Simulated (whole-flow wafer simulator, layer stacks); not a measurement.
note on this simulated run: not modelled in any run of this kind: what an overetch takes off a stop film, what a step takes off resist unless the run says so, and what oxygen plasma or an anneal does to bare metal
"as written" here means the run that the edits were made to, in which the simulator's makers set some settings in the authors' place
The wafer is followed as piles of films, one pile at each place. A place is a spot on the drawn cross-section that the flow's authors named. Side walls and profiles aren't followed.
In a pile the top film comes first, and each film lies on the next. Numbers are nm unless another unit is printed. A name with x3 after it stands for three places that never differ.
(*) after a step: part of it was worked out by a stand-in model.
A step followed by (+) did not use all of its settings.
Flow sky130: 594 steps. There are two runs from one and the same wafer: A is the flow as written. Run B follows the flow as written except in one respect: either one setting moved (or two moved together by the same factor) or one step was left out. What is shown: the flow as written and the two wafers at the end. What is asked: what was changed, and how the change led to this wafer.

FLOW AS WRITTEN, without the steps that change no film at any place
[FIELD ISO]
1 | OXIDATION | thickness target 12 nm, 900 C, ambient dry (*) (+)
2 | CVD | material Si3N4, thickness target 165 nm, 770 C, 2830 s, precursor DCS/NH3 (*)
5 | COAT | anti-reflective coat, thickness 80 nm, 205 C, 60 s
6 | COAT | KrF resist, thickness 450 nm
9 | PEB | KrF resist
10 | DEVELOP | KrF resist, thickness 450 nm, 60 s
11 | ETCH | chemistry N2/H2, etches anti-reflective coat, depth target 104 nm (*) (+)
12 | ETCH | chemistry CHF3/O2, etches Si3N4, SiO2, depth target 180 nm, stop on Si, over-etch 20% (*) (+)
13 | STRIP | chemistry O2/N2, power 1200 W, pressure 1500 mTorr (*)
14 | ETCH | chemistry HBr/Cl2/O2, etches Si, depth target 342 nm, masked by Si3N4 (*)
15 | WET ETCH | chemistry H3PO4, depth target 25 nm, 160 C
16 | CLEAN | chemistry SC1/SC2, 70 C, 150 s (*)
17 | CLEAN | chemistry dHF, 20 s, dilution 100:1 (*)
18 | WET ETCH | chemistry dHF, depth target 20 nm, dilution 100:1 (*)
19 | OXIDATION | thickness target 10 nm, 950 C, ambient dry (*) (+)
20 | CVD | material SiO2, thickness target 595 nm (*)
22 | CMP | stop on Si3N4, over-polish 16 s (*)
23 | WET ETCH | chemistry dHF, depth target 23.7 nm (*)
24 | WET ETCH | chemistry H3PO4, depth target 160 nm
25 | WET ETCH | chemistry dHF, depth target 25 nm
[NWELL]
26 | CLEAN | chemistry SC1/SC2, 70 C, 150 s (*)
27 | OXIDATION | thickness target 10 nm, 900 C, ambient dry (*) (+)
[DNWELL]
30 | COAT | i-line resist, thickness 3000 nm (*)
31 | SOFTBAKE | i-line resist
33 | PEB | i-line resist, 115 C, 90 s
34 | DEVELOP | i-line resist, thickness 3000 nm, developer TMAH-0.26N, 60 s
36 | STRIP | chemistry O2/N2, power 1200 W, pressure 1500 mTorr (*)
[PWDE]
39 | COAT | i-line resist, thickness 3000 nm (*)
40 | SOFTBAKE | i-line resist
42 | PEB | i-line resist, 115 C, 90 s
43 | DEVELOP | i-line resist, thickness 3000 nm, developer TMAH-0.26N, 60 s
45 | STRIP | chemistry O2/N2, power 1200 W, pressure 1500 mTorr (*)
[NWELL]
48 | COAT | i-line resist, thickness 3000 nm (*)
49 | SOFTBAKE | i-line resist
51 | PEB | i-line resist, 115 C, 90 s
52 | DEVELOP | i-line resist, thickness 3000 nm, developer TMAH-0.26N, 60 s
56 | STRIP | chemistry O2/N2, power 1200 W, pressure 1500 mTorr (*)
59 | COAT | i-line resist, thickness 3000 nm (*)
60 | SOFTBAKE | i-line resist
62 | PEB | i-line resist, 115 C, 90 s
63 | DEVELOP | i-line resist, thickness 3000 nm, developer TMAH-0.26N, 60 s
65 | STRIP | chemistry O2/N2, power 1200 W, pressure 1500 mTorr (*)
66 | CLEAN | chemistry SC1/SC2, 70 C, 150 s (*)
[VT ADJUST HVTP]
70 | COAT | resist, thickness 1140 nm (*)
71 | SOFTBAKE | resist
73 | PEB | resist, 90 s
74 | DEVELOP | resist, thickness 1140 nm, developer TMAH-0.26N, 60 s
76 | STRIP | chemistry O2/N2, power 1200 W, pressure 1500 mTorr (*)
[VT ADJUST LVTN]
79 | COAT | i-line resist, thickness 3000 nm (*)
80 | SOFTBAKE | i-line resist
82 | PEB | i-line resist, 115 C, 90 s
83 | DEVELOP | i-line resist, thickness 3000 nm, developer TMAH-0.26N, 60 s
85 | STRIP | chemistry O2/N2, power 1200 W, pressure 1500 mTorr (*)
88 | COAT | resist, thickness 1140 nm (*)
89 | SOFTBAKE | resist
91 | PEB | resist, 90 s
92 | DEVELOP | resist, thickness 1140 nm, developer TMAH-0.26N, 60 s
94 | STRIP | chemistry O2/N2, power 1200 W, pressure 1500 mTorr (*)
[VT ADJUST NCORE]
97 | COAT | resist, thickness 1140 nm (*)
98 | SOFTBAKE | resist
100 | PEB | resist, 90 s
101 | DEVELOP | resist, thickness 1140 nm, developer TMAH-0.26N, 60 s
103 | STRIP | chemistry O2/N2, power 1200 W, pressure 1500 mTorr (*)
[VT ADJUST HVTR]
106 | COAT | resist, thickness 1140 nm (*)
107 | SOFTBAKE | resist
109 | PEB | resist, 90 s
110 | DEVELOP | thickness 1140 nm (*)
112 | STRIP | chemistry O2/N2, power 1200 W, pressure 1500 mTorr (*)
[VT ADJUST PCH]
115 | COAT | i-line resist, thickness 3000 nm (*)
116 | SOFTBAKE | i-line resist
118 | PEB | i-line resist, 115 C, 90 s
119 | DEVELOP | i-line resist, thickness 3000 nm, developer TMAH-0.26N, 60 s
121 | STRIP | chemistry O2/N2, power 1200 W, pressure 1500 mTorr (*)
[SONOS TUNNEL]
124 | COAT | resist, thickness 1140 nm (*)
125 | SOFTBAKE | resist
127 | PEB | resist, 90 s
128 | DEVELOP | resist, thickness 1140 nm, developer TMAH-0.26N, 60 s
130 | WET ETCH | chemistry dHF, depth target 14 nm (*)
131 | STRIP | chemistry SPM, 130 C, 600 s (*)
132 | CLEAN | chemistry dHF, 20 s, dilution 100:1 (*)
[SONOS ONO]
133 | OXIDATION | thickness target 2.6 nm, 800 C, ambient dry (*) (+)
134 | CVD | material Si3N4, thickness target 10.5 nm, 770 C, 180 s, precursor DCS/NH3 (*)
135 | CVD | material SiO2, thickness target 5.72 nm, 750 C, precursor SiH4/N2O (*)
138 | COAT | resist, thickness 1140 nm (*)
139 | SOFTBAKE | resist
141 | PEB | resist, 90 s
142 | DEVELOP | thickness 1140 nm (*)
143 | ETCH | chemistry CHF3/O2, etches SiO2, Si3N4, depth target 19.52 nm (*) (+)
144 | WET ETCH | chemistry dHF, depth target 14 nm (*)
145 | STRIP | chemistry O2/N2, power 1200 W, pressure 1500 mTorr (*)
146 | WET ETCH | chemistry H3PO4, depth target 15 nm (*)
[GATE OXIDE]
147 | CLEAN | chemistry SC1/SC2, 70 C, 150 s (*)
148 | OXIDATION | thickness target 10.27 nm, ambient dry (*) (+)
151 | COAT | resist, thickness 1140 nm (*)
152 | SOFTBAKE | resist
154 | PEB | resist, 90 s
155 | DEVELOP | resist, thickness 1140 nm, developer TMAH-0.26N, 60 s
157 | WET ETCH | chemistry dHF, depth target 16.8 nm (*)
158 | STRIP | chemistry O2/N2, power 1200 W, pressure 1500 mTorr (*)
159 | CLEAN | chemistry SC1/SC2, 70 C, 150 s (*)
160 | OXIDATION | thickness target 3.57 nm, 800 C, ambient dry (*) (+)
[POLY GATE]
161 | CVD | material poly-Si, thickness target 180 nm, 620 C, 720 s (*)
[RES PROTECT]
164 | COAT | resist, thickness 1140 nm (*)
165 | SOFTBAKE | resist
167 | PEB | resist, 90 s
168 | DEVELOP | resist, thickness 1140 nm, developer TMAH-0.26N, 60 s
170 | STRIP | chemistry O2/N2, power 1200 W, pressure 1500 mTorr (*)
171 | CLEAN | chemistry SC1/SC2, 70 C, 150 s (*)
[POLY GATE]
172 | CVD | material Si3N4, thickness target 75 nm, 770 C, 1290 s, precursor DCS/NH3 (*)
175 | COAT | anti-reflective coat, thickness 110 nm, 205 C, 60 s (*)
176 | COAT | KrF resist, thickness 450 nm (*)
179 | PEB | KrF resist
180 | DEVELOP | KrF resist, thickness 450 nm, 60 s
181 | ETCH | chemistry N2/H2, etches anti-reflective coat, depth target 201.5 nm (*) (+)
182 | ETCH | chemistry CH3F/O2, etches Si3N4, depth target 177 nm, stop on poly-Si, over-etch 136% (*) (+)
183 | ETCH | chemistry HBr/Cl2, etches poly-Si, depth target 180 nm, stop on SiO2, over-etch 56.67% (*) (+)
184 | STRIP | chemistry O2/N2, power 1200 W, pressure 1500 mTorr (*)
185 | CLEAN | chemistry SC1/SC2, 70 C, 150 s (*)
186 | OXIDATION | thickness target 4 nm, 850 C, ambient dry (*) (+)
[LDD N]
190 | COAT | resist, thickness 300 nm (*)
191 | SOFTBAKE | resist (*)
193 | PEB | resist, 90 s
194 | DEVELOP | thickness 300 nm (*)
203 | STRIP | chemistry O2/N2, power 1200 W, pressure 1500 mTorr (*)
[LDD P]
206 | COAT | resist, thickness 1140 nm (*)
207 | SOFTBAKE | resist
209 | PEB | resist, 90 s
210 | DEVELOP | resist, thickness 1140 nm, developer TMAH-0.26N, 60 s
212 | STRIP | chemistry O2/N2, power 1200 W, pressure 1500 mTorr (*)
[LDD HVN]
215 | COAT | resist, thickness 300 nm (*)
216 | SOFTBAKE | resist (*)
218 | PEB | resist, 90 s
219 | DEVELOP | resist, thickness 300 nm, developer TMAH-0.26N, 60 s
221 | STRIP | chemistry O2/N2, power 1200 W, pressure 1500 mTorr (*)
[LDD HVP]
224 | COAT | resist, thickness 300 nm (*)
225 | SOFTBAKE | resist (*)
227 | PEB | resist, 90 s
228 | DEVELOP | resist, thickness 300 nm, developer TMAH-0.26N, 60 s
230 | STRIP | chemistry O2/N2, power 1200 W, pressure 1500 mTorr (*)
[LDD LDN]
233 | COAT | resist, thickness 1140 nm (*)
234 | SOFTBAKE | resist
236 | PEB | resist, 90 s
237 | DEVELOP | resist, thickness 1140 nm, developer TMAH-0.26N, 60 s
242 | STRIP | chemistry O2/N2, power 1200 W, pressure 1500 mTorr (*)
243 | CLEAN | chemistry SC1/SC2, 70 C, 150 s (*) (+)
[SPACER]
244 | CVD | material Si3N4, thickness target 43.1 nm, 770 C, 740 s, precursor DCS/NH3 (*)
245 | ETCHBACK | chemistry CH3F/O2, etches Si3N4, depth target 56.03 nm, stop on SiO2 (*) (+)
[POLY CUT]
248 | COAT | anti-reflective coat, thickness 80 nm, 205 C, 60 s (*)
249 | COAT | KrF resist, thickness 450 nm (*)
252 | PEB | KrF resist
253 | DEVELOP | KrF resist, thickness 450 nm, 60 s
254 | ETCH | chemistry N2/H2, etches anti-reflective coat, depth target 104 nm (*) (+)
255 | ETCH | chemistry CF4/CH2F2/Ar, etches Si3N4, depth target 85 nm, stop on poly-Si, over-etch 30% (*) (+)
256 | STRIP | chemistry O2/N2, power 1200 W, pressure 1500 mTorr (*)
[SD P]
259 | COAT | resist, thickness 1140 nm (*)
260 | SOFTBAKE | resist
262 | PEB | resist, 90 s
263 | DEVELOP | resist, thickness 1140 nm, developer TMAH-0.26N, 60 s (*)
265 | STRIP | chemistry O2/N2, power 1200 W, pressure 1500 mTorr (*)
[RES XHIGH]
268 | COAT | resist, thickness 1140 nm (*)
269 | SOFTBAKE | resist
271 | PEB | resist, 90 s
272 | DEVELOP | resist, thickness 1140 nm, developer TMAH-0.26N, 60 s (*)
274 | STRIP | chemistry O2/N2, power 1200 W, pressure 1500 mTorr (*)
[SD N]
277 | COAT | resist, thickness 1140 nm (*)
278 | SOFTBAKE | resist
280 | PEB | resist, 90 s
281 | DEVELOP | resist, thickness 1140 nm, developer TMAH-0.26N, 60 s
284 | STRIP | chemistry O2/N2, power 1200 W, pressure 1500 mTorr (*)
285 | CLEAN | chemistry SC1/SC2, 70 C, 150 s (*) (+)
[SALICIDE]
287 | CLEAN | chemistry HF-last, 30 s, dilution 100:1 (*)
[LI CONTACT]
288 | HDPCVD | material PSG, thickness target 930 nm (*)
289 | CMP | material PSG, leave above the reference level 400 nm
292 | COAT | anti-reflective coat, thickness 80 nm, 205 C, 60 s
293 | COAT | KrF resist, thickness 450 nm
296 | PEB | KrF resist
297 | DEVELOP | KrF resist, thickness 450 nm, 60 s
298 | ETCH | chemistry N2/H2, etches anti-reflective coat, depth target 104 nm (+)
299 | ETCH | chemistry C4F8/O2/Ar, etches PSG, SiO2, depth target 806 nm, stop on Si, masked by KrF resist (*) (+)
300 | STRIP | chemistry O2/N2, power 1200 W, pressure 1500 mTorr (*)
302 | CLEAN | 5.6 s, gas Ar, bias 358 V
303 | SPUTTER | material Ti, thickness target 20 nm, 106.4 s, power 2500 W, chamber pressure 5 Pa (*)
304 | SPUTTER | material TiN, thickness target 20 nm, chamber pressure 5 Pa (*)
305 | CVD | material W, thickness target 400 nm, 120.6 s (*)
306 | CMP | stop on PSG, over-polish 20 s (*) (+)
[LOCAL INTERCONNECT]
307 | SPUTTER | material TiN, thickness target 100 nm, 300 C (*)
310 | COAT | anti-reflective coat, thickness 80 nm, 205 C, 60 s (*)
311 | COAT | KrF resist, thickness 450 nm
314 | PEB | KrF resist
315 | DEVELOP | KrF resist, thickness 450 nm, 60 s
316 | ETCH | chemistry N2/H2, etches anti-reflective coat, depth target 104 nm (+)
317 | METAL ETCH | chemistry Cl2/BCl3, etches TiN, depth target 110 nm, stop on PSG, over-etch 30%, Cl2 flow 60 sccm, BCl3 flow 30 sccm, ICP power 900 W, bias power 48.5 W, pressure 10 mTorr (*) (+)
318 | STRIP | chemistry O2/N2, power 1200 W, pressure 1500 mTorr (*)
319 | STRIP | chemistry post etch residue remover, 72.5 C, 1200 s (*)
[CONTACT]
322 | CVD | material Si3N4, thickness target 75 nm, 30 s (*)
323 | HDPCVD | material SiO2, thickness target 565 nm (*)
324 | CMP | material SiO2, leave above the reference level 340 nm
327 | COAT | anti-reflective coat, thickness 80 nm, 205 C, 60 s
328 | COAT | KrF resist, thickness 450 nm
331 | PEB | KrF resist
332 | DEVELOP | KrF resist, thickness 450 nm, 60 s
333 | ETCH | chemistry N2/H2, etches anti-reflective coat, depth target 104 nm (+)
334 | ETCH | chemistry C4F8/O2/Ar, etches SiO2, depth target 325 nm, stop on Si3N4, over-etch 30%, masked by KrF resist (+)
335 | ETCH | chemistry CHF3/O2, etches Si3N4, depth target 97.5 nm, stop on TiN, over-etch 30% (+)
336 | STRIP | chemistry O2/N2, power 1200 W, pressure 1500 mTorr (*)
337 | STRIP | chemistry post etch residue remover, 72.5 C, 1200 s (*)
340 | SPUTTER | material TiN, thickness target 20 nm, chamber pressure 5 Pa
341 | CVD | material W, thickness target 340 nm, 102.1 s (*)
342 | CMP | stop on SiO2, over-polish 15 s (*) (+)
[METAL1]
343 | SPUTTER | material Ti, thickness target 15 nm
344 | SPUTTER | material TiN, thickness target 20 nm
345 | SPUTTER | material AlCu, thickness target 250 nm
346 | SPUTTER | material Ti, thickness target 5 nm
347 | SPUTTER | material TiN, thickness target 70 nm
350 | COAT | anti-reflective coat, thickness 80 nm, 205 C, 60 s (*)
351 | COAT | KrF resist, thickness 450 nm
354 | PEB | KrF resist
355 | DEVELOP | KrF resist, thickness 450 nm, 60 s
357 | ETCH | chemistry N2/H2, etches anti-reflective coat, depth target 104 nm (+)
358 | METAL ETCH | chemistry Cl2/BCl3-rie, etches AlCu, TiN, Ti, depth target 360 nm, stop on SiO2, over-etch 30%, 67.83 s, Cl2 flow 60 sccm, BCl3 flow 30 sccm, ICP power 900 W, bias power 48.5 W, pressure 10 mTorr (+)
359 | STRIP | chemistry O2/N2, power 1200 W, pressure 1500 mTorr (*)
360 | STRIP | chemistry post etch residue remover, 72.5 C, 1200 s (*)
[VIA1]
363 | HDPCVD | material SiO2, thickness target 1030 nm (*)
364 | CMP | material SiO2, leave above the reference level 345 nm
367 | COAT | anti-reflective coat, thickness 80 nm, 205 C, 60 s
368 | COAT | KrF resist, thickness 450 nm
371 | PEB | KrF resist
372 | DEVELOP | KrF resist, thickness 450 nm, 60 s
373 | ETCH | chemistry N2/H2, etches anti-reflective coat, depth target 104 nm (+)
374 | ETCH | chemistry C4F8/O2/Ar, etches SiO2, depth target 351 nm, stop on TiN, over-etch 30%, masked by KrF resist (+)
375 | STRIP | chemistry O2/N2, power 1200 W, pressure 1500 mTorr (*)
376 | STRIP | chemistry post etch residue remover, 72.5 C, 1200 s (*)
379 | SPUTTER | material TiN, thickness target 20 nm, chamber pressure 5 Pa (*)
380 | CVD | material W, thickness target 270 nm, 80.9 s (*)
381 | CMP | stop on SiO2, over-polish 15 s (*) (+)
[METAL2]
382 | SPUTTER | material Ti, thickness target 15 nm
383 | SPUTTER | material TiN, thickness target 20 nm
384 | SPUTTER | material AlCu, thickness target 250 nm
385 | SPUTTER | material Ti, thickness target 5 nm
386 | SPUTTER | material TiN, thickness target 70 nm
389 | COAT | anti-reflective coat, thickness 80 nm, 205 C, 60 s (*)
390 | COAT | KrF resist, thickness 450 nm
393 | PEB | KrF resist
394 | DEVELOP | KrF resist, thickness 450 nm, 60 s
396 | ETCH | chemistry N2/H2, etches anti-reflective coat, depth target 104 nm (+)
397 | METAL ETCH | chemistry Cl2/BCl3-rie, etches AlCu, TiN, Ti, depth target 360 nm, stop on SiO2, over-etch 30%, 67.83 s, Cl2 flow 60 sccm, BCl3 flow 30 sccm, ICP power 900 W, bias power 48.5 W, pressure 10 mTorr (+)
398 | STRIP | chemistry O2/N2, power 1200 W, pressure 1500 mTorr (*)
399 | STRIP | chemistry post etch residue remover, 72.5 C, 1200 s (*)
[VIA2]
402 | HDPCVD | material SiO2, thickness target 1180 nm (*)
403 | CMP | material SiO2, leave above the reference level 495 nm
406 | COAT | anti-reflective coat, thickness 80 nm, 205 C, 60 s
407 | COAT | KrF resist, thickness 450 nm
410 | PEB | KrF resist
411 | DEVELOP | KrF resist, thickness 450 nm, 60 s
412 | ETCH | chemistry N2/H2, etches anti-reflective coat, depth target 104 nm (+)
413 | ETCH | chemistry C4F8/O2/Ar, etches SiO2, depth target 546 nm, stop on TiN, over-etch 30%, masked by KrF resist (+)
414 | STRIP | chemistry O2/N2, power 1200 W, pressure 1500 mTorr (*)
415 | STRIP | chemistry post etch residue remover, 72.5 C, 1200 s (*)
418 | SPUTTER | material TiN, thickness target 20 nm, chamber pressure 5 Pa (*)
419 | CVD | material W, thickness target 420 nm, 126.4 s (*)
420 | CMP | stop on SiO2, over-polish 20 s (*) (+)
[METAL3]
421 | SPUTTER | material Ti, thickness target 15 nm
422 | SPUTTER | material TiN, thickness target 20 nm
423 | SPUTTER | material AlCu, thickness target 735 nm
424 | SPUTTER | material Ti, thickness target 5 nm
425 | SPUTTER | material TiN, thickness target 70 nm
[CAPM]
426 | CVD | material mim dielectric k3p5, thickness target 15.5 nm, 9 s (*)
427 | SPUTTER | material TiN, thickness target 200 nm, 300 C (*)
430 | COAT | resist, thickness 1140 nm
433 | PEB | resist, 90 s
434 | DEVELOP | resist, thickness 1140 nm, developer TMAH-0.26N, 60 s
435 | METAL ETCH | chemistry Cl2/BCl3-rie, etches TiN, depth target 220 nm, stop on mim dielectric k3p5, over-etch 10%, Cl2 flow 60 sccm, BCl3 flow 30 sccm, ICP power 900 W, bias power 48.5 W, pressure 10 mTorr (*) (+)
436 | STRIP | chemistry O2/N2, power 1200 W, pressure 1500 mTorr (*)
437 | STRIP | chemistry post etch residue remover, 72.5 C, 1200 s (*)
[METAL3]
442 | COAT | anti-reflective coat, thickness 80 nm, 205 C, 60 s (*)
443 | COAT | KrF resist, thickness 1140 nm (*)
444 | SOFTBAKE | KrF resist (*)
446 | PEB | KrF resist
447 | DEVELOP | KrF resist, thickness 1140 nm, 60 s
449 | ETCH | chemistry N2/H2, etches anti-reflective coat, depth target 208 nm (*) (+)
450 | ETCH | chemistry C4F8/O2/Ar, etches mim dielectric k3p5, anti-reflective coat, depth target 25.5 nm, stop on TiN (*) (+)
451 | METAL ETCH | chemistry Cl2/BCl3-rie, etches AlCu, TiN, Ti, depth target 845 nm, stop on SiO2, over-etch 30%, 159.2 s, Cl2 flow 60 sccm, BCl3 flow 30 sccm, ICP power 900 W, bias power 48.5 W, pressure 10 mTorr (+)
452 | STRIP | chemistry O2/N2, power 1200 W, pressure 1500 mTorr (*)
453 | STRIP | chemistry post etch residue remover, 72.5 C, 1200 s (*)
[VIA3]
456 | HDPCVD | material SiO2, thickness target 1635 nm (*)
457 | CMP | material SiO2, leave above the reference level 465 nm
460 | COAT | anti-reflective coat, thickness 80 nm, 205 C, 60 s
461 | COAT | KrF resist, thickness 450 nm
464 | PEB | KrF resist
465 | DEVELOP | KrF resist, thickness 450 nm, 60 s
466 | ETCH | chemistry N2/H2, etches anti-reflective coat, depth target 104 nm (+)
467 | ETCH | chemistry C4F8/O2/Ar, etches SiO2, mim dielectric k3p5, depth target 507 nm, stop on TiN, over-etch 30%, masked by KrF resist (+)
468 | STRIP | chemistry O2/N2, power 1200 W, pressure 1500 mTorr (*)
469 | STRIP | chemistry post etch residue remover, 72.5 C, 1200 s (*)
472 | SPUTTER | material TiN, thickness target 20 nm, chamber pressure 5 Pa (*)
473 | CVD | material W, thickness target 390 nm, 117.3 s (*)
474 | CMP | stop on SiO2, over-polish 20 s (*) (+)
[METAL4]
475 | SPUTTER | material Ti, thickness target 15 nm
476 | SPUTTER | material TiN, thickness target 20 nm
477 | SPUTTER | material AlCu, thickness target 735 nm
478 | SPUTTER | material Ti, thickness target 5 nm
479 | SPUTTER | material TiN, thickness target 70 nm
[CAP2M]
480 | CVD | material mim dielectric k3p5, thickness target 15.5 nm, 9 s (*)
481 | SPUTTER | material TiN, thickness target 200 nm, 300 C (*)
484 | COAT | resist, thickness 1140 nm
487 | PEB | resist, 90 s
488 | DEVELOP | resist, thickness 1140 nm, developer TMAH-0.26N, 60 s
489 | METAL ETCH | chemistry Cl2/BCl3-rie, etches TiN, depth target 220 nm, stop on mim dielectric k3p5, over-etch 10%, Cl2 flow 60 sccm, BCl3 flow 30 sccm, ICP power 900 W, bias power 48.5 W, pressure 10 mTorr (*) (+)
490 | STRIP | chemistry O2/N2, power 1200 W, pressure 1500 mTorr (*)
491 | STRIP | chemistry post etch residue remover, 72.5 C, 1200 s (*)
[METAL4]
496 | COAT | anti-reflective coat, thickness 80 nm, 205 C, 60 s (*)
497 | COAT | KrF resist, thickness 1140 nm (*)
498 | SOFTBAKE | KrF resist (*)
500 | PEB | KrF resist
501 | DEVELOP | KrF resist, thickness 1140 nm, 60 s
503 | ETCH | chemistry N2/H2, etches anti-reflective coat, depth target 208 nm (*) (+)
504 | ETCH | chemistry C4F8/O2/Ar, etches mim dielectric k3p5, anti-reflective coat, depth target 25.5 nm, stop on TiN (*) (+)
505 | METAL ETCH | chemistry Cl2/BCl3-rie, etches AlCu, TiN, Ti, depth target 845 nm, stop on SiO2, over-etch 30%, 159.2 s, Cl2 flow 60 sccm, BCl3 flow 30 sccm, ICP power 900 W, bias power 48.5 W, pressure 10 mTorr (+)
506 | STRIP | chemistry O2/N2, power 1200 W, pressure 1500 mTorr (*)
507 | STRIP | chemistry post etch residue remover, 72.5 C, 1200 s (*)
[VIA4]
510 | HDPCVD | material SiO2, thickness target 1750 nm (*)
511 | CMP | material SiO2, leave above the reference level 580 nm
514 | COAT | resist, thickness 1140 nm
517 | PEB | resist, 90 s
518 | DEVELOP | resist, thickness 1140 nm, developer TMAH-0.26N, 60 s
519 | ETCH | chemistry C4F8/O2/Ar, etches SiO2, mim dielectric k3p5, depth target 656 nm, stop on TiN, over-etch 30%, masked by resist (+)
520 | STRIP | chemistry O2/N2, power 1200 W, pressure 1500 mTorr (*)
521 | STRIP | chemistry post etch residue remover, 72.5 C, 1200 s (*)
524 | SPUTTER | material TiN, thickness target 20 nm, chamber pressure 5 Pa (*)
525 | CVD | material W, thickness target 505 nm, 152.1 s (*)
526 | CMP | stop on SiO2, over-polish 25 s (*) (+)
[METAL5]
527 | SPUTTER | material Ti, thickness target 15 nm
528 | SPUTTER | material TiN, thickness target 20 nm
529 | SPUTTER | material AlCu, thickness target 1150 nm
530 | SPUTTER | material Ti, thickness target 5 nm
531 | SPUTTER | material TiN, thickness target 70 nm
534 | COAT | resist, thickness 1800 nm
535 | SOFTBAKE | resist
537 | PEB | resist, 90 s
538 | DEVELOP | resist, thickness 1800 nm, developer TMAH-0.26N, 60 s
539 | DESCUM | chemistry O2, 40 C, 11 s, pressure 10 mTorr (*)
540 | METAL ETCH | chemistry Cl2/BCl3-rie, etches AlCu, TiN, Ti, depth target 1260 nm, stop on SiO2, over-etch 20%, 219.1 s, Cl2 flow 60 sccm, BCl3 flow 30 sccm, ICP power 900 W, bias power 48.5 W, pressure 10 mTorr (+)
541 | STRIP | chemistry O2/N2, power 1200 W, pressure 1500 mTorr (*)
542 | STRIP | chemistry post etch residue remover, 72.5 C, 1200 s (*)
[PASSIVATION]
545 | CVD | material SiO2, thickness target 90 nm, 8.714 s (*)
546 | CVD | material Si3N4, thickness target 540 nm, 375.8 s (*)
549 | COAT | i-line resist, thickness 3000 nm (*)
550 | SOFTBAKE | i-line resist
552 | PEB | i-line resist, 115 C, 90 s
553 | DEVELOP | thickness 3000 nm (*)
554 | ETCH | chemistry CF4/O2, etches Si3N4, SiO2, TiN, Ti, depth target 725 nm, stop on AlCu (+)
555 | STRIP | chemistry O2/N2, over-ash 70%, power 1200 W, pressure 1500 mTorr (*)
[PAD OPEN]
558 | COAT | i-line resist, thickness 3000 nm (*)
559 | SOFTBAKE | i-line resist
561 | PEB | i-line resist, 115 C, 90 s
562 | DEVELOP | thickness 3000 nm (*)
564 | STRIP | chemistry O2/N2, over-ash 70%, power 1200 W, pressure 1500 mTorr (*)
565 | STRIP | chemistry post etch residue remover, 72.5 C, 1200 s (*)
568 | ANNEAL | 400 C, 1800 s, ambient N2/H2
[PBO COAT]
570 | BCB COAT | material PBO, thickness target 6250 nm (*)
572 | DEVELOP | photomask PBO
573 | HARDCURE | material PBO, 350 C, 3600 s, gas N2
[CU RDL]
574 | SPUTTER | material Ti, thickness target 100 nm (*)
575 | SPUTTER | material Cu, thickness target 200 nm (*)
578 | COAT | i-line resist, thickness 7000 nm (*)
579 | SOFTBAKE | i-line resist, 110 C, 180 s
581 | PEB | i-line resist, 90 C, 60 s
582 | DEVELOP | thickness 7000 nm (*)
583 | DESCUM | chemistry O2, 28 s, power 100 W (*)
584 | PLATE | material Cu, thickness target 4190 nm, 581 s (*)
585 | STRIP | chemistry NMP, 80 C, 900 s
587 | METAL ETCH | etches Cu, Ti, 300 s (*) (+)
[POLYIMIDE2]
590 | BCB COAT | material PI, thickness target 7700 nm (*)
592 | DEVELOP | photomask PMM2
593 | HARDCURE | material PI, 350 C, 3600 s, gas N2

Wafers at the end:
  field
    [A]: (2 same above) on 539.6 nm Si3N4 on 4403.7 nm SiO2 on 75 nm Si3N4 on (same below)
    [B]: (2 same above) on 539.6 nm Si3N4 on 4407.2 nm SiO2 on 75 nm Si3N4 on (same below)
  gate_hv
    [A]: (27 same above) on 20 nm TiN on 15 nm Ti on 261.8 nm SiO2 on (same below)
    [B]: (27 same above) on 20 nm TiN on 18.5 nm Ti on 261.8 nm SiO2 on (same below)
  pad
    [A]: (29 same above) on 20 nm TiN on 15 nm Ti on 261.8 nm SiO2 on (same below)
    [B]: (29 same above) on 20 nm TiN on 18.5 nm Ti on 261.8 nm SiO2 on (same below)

What caused this: step 343, SPUTTER: thickness target 18.5 nm was run, though the flow has thickness target 15 nm.
The wafer itself shows it: gate_hv has Ti 18.5, and step 343 as written asks for 15 nm.

Step by step, how the change led to this:
  343 | SPUTTER | material Ti, thickness target 15 nm
      field, active, n_well and 188 more: A +15 Ti (new film) | B +18.5 Ti (new film)
  358 | METAL ETCH | chemistry Cl2/BCl3-rie, etches AlCu, TiN, Ti, depth target 360 nm, stop on SiO2, over-etch 30%, 67.83 s, Cl2 flow 60 sccm, BCl3 flow 30 sccm, ICP power 900 W, bias power 48.5 W, pressure 10 mTorr (+)
      field, active, gate and 81 more: A -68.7 TiN (all of it), -5 Ti (all of it), -250 AlCu (all of it), -20 TiN (all of it), -15 Ti (all of it), -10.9 SiO2 | B -68.7 TiN (all of it), -5 Ti (all of it), -250 AlCu (all of it), -20 TiN (all of it), -18.5 Ti (all of it), -10.6 SiO2
